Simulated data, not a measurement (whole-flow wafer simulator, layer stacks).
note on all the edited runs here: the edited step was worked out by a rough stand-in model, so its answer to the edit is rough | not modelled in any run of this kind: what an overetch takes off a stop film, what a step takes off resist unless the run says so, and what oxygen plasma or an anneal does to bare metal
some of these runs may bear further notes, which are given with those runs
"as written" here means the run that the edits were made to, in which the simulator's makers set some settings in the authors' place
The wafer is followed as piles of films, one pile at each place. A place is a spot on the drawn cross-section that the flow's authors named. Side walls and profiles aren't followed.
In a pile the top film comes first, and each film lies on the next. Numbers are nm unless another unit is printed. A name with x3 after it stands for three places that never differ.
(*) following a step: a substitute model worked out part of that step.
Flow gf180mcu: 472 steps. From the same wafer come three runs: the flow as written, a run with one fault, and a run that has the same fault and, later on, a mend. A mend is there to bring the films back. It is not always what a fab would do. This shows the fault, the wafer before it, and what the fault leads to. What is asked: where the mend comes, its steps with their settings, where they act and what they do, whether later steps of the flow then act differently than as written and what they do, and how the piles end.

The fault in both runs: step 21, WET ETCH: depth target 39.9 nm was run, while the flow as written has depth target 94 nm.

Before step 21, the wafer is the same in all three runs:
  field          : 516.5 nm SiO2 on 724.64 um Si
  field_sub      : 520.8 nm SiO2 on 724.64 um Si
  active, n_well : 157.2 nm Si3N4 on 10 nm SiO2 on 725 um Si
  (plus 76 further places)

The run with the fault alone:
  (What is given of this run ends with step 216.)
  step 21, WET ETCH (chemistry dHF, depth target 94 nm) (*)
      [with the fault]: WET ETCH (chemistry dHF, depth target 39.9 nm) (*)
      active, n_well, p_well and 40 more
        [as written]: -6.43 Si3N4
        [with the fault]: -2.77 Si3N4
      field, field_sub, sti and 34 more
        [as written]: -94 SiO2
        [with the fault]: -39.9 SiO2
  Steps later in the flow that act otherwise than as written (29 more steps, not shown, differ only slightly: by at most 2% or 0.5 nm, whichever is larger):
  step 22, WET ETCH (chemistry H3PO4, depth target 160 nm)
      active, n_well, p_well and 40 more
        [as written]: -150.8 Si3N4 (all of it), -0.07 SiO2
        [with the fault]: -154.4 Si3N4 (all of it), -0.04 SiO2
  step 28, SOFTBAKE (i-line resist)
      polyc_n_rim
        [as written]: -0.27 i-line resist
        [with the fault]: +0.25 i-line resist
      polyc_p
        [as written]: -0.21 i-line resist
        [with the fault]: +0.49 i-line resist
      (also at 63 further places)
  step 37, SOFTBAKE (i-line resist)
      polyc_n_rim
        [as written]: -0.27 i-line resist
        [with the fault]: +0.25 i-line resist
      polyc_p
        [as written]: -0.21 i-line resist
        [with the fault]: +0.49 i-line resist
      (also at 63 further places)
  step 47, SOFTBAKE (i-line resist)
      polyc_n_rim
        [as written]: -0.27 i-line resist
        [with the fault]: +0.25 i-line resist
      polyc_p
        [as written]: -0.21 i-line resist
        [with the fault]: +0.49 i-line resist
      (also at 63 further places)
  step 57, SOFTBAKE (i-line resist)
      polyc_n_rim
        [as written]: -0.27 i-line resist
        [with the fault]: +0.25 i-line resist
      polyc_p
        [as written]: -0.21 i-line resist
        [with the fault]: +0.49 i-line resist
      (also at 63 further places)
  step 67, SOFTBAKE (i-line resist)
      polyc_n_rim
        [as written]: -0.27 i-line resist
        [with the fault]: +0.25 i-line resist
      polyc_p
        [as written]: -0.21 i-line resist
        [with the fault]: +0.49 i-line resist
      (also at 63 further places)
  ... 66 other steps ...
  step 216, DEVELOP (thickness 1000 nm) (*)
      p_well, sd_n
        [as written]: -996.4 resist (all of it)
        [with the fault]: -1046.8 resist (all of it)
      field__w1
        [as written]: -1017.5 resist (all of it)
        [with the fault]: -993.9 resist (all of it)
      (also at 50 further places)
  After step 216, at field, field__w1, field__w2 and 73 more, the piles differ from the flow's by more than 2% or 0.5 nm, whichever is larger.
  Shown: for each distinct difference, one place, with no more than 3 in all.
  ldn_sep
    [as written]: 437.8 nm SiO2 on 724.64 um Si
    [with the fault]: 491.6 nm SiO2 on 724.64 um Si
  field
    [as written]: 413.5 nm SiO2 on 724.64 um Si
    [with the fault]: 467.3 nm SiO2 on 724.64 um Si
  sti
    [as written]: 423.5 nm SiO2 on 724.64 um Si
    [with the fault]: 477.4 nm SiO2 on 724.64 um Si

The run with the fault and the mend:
  After step 21 comes the mend.
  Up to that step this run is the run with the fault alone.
  step 21a, WET ETCH (chemistry dHF, depth target 54.1 nm) (the flow's step 21 again, with other settings)
      field, field_sub, sti and 34 more
        -54.1 SiO2
  Steps later in the flow that act otherwise than as written (11 more steps, not shown, differ only slightly: by at most 2% or 0.5 nm, whichever is larger):
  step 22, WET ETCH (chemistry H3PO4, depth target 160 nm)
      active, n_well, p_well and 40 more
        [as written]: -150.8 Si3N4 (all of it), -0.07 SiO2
        [with the mend]: -154.4 Si3N4 (all of it), -0.04 SiO2
  The piles end the same as the flow's at every place that both follow.
